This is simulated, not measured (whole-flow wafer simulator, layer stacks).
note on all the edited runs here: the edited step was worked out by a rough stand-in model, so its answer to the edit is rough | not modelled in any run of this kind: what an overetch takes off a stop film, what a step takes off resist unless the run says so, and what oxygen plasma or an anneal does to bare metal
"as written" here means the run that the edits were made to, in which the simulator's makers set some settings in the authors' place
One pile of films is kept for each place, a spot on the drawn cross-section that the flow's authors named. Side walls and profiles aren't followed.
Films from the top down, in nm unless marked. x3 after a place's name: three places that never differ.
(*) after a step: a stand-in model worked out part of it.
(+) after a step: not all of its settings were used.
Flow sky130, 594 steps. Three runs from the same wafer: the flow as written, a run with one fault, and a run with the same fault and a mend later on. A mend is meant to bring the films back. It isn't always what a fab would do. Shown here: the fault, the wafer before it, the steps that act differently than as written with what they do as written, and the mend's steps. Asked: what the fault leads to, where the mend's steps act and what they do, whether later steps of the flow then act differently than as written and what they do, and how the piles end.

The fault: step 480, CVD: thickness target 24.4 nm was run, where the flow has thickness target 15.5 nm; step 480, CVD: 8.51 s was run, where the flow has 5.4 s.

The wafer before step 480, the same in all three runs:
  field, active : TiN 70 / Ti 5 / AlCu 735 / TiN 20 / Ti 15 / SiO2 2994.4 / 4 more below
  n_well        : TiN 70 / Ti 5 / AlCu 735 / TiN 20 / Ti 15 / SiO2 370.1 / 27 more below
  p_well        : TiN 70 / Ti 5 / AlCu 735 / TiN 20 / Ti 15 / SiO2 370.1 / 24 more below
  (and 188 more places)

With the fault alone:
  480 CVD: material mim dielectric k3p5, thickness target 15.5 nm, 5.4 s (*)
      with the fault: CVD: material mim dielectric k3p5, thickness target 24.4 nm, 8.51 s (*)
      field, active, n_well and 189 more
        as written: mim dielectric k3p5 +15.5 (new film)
        with the fault: mim dielectric k3p5 +24.4 (new film)
  Later steps of the flow that act differently than as written (4 more steps differ only slightly, by at most 2% or 0.5 nm, whichever is larger, and aren't shown):
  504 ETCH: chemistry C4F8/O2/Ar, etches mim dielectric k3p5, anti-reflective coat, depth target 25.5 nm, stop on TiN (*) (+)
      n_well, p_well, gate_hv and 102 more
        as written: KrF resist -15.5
        with the fault: KrF resist -17
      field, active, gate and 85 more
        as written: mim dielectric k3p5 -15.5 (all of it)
        with the fault: mim dielectric k3p5 -24.4 (all of it)
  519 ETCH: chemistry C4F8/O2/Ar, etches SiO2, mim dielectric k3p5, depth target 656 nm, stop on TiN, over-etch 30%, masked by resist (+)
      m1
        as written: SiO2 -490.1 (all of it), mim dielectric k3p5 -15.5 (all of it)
        with the fault: SiO2 -481.2 (all of it), mim dielectric k3p5 -24.4 (all of it)
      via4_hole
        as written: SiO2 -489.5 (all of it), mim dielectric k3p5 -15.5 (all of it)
        with the fault: SiO2 -480.6 (all of it), mim dielectric k3p5 -24.4 (all of it)
  At the end the piles differ from the flow's by more than 2% or 0.5 nm, whichever is larger, at n_well, p_well, gate_hv and 100 more.
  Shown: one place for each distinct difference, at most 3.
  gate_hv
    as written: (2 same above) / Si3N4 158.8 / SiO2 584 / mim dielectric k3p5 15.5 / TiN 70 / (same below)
    with the fault: (2 same above) / Si3N4 158.8 / SiO2 575.1 / mim dielectric k3p5 24.4 / TiN 70 / (same below)
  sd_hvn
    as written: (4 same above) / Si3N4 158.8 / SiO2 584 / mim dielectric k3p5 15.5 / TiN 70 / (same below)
    with the fault: (4 same above) / Si3N4 158.8 / SiO2 575.1 / mim dielectric k3p5 24.4 / TiN 70 / (same below)
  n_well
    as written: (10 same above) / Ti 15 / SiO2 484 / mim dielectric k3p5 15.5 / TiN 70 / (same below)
    with the fault: (10 same above) / Ti 15 / SiO2 475.1 / mim dielectric k3p5 24.4 / TiN 70 / (same below)

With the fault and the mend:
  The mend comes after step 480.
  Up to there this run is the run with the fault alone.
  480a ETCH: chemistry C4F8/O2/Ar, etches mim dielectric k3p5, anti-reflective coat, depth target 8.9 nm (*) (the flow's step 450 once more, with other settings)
      field, active, n_well and 189 more
        mim dielectric k3p5 -8.9
  No later step of the flow acts differently than as written at any place that is followed.
  At the end the piles are the same as the flow's at every place that both follow.
